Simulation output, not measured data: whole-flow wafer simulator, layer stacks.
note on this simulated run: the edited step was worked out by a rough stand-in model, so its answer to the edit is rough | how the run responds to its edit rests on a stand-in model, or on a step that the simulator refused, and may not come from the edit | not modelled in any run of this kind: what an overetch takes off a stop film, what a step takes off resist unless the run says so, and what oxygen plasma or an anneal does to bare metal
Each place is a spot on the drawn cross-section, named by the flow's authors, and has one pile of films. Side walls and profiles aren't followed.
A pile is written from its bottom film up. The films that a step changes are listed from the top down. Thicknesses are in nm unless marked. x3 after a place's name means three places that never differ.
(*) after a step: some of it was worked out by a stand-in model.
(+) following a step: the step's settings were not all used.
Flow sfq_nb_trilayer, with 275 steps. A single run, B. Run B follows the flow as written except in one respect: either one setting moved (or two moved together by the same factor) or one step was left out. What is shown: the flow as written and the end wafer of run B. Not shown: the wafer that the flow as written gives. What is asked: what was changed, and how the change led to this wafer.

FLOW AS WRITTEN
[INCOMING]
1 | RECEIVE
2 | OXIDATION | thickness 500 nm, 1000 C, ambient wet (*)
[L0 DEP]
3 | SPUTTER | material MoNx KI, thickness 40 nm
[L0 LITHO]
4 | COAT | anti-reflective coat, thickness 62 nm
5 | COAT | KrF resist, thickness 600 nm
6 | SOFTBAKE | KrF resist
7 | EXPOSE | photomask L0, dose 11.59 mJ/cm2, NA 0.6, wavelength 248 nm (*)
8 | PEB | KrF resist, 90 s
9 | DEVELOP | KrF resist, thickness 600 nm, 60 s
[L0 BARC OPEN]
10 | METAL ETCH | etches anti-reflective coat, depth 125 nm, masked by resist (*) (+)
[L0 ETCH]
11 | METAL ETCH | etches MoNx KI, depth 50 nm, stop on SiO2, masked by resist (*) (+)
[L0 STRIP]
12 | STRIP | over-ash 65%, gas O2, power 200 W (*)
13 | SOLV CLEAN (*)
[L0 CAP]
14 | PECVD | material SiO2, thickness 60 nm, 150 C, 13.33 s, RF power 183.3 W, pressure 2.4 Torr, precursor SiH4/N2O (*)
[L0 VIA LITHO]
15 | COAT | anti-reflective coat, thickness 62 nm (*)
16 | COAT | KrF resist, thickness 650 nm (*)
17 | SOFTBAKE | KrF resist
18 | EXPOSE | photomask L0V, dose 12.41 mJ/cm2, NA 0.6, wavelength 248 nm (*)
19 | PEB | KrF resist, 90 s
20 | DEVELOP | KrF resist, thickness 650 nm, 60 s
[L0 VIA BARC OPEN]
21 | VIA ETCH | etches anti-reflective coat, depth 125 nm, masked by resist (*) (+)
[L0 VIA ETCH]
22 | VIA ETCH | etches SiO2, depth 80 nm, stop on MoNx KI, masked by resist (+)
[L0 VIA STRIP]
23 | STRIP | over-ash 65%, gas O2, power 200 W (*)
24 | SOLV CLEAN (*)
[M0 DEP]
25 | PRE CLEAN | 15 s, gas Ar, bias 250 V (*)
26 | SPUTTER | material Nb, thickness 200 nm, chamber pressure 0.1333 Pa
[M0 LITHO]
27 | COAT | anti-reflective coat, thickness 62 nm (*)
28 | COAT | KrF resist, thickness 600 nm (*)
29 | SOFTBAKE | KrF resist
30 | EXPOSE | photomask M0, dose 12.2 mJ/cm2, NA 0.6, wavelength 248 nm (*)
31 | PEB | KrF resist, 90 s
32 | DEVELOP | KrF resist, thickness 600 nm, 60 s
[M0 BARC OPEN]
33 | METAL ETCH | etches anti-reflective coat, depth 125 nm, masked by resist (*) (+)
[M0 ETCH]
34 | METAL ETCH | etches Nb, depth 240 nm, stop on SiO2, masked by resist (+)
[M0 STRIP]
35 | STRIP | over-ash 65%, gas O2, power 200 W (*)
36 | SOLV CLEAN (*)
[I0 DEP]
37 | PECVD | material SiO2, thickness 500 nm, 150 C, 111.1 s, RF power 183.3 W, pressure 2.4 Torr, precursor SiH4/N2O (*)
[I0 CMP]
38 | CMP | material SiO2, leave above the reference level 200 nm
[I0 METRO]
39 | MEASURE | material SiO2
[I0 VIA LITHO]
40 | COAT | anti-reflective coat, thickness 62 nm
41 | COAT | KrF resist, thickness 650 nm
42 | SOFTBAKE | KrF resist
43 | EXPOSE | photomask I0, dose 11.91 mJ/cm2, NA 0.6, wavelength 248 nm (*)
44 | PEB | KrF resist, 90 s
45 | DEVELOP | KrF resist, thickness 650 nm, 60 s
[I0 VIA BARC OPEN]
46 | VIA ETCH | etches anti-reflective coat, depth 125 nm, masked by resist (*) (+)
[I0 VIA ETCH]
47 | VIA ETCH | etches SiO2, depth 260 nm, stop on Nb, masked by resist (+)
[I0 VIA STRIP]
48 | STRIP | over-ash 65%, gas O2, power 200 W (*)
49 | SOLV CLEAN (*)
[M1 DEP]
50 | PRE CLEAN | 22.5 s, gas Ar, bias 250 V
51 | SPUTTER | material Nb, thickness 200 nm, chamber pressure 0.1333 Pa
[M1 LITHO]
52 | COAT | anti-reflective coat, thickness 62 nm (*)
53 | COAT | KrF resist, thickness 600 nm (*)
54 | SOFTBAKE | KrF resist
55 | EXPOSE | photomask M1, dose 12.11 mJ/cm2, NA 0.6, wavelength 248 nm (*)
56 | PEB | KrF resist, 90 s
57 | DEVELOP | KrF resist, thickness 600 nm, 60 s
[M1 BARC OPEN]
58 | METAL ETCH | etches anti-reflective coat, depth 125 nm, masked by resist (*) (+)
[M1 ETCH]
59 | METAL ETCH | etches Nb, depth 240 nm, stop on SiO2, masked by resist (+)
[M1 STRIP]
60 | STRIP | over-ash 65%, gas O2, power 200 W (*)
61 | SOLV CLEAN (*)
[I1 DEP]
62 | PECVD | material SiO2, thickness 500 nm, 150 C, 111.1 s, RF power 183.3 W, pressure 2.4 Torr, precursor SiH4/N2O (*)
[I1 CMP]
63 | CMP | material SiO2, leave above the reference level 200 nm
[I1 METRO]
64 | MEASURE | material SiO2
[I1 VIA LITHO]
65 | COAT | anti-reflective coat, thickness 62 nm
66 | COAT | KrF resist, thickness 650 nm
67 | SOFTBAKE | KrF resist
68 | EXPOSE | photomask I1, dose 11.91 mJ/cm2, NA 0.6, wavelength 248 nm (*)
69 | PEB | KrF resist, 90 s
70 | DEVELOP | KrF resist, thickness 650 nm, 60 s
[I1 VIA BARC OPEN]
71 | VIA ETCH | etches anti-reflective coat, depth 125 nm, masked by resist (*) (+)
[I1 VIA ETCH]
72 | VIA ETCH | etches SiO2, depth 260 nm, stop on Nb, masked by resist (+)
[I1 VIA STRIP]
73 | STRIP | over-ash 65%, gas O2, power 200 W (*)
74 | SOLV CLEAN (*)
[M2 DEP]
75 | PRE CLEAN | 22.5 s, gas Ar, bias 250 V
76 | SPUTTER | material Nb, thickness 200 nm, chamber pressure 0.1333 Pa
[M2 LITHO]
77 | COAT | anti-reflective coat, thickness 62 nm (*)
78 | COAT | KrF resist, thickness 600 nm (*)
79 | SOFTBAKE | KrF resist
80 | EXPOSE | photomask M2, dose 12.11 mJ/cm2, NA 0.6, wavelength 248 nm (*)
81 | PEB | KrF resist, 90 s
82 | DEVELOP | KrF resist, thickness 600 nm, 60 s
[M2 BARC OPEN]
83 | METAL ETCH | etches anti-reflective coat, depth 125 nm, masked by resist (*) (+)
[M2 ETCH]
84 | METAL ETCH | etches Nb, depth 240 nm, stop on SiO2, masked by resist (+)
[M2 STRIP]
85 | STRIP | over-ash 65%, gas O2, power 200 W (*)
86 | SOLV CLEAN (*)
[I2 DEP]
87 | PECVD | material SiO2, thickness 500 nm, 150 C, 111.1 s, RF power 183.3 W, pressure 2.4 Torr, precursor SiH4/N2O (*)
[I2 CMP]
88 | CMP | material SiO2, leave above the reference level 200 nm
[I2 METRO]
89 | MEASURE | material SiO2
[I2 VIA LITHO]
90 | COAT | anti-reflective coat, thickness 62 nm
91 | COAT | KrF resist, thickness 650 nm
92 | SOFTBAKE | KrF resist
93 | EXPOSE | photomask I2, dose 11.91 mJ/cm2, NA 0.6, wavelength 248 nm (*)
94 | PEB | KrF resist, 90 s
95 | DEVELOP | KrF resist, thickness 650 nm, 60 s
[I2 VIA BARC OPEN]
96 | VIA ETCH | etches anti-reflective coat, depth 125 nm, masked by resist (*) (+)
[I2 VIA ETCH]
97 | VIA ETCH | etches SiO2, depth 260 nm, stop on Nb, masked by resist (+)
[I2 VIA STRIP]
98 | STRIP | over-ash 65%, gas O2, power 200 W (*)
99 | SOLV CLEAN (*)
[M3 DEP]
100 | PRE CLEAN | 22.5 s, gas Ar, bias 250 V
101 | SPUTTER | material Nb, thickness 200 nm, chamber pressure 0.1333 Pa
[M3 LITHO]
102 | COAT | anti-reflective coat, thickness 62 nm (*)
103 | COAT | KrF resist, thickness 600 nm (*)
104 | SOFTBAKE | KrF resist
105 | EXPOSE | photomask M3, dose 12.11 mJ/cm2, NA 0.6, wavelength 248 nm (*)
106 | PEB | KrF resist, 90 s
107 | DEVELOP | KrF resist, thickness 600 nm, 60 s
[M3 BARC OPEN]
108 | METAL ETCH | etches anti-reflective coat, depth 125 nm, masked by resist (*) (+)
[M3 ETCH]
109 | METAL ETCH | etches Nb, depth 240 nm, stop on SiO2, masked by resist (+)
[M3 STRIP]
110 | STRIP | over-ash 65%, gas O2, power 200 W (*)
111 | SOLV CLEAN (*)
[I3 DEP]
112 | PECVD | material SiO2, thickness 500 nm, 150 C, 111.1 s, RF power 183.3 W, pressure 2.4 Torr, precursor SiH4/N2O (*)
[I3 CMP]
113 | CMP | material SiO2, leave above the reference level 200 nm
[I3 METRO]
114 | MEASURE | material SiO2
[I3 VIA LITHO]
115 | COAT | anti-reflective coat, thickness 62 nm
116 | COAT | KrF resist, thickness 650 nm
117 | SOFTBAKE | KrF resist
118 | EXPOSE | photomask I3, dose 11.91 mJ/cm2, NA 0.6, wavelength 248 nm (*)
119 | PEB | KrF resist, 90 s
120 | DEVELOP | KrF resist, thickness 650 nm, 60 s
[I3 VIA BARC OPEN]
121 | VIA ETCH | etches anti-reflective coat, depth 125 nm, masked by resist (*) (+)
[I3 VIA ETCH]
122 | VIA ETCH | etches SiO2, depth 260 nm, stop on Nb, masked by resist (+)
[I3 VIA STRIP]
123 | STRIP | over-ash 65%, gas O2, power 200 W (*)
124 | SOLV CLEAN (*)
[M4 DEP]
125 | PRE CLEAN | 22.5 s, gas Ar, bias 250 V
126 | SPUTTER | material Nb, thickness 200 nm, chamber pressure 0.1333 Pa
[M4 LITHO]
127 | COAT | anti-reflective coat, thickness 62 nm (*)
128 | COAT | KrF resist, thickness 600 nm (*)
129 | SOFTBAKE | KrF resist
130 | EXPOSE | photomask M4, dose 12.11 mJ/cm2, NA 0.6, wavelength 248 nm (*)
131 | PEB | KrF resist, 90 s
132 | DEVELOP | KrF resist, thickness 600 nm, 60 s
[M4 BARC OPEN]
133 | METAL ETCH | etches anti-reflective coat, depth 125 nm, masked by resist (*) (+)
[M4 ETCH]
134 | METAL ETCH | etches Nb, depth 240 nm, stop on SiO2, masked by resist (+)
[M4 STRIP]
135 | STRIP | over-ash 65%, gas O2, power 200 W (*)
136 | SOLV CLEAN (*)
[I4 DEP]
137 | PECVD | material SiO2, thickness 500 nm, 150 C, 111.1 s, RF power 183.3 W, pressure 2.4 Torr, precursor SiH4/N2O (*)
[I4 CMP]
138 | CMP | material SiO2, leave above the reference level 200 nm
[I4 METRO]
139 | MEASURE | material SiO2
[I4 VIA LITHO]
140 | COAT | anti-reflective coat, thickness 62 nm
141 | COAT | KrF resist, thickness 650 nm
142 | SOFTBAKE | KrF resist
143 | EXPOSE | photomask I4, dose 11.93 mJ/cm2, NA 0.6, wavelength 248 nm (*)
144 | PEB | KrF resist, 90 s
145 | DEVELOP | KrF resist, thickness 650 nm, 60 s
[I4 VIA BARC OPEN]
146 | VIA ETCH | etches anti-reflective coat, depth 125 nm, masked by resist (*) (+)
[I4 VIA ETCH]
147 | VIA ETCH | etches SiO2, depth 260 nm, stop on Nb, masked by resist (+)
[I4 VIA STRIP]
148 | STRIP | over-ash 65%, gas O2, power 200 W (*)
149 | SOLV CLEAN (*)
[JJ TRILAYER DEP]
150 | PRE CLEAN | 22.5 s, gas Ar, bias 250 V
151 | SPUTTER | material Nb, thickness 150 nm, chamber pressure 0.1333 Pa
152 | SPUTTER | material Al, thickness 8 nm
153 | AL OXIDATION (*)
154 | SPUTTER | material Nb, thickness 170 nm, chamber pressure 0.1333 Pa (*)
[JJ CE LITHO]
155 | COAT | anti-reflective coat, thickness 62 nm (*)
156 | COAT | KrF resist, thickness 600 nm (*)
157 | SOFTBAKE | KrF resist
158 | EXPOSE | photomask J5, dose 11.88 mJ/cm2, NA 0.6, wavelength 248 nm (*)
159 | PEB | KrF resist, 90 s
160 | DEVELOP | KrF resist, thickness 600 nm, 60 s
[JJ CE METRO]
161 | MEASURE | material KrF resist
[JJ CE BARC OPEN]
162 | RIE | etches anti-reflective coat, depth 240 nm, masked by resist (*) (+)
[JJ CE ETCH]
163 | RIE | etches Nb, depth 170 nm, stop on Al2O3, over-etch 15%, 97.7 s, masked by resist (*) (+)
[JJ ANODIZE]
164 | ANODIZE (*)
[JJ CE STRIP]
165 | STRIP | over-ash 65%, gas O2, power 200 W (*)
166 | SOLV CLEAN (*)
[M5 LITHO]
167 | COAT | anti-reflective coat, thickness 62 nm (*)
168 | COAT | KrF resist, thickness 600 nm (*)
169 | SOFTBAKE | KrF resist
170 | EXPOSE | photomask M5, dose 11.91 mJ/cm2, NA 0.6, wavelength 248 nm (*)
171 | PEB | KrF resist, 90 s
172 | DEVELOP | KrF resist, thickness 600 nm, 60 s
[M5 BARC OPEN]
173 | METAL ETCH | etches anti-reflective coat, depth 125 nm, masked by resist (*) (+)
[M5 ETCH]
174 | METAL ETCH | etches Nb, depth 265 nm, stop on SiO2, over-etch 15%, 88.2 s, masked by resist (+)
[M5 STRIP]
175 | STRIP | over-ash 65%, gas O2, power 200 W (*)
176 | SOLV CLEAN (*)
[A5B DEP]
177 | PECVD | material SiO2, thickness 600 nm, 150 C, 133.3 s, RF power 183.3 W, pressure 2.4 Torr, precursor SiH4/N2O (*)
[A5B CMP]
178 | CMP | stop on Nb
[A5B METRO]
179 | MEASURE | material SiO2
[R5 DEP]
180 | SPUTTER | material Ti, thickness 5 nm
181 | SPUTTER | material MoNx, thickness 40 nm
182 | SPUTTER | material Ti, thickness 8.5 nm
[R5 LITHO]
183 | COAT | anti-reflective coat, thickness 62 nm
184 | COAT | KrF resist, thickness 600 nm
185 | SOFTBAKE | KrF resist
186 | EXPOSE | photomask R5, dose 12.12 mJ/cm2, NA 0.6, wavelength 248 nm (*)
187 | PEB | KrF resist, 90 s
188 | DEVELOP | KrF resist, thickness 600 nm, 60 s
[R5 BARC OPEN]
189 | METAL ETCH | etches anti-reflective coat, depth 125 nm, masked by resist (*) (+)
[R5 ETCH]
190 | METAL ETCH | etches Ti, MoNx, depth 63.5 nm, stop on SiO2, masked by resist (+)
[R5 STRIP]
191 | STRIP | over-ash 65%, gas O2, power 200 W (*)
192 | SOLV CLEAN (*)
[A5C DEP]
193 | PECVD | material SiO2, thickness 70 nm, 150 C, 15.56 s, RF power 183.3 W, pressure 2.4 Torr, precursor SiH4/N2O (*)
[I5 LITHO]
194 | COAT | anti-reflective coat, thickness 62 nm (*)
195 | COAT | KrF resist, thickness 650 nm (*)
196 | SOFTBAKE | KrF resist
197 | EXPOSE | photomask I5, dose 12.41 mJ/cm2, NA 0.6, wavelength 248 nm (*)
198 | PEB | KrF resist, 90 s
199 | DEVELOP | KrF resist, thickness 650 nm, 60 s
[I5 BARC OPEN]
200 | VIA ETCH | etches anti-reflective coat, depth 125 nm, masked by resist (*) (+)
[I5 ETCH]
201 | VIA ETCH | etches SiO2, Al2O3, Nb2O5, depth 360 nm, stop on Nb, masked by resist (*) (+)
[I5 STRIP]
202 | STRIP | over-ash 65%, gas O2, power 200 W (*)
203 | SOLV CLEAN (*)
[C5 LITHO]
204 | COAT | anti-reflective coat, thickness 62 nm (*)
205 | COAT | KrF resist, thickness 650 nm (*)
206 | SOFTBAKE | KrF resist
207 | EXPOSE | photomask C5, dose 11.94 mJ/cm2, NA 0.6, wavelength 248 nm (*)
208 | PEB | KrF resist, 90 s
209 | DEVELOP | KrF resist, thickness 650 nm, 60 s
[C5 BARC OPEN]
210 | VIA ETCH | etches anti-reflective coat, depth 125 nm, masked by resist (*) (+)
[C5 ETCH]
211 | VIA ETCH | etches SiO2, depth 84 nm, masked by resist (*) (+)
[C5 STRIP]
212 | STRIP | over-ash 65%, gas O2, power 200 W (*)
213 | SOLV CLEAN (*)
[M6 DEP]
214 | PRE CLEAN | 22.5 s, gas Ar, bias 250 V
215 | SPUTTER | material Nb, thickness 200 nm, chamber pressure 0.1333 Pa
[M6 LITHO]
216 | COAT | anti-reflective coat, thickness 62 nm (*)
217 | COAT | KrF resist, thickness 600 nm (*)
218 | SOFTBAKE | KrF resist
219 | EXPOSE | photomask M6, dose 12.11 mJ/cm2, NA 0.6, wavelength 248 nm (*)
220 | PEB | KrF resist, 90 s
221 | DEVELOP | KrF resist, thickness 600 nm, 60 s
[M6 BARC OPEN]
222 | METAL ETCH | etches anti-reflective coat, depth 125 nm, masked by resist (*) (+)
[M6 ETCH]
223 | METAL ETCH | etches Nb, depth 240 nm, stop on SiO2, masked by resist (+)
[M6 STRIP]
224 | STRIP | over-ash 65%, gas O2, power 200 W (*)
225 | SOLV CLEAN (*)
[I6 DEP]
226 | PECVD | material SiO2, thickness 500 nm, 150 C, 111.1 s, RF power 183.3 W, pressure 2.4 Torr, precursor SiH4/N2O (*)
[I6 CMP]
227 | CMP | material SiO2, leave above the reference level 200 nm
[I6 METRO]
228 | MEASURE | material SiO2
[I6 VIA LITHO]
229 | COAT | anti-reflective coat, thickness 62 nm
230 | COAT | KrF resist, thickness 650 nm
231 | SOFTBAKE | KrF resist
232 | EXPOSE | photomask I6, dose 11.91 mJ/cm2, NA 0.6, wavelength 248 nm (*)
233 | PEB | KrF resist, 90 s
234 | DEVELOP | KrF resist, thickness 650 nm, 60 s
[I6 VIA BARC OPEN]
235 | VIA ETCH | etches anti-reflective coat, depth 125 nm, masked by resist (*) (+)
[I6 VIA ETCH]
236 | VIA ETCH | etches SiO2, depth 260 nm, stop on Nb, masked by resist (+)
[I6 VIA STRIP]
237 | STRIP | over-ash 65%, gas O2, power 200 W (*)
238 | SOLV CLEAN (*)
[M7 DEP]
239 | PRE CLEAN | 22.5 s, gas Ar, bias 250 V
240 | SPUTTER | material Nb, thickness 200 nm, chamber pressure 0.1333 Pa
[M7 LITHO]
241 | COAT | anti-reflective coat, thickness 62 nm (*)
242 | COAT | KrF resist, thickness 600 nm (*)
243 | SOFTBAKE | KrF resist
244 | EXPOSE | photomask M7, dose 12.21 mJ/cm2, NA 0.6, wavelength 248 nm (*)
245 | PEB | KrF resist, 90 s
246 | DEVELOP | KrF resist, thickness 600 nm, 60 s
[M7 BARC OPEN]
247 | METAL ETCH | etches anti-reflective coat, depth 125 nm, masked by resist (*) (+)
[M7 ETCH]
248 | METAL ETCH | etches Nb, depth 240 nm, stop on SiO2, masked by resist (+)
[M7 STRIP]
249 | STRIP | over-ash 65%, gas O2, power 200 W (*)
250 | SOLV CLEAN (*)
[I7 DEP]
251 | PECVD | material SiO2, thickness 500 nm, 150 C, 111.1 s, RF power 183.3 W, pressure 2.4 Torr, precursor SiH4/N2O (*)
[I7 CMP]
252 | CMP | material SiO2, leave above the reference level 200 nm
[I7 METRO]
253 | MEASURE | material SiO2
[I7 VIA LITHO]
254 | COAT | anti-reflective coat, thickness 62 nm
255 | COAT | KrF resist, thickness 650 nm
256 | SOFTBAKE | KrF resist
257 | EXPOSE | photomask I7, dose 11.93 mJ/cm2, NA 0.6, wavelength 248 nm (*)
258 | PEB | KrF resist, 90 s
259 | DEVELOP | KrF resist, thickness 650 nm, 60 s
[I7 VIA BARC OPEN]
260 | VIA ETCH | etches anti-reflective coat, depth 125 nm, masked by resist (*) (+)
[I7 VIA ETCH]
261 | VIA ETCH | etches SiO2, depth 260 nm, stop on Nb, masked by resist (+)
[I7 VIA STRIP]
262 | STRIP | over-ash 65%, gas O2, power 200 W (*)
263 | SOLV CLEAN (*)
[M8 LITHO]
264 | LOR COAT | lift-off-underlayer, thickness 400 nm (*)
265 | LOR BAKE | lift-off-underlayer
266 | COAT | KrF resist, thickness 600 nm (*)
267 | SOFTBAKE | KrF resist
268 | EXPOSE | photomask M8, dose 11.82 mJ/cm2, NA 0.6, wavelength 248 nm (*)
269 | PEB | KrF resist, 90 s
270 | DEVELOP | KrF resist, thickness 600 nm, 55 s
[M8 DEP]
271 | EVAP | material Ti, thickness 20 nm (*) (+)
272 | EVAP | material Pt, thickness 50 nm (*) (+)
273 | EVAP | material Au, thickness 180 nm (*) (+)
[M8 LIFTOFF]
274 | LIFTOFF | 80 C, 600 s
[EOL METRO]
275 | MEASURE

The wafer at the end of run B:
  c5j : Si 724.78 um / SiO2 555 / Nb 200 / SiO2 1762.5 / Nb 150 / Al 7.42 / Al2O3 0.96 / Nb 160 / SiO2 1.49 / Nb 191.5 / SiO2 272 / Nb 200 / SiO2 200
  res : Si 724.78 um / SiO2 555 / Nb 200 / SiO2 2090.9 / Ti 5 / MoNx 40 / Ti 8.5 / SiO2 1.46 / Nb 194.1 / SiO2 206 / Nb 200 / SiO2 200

The reason: step 211, VIA ETCH: depth 60.9 nm was run, while the flow as written has depth 84 nm.

Step by step, how the change led to this:
  211 | VIA ETCH | etches SiO2, depth 84 nm, masked by resist (*) (+)
      c5j: -60.9 SiO2 (as written it would have been: -69.9 SiO2 (all of it), -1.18 Nb)
      res: -60.9 SiO2 (as written it would have been: -69.9 SiO2 (all of it))
      (as well as at 104 more places)
  214 | PRE CLEAN | 22.5 s, gas Ar, bias 250 V
      c5j: -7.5 SiO2 (as written it would have been: -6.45 Nb)
      res: -7.5 SiO2 (as written it would have been: -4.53 Ti)
  215 | SPUTTER | material Nb, thickness 200 nm, chamber pressure 0.1333 Pa
      c5j: +191.5 Nb (new film) (as written it would have been: +188.4 Nb)
  216 | COAT | anti-reflective coat, thickness 62 nm (*)
      ce_l: +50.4 anti-reflective coat (new film) (as written it would have been: +48 anti-reflective coat (new film))
      c5j: +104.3 anti-reflective coat (new film) (as written it would have been: +110.7 anti-reflective coat (new film))
      (as well as at 2 more places)
  224 | STRIP | over-ash 65%, gas O2, power 200 W (*)
      ce_l: -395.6 KrF resist (all of it), -50.4 anti-reflective coat (all of it) (as written it would have been: -397.1 KrF resist (all of it), -48 anti-reflective coat (all of it))
      c5j: -413.6 KrF resist (all of it), -104.3 anti-reflective coat (all of it) (as written it would have been: -418.3 KrF resist (all of it), -110.7 anti-reflective coat (all of it))
      (as well as at 2 more places)
  226 | PECVD | material SiO2, thickness 500 nm, 150 C, 111.1 s, RF power 183.3 W, pressure 2.4 Torr, precursor SiH4/N2O (*)
      c5j: +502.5 SiO2 (new film) (as written it would have been: +514.7 SiO2 (new film))
  227 | CMP | material SiO2, leave above the reference level 200 nm
      res: -286.5 SiO2 (as written it would have been: -279.4 SiO2)
If metal films that touch count as one body, c5j has 5 bodies (between them, from the top down: SiO2 272; SiO2 1.49; Al2O3 0.96; SiO2 1762.5); the flow as written gives 4 bodies (between them, from the top down: SiO2 284.2; Al2O3 0.96; SiO2 1762.5).
If metal films that touch count as one body, res has 4 bodies (between them, from the top down: SiO2 206; SiO2 1.46; SiO2 2090.9); the flow as written gives 3 bodies (between them, from the top down: SiO2 213.1; SiO2 2090.9).
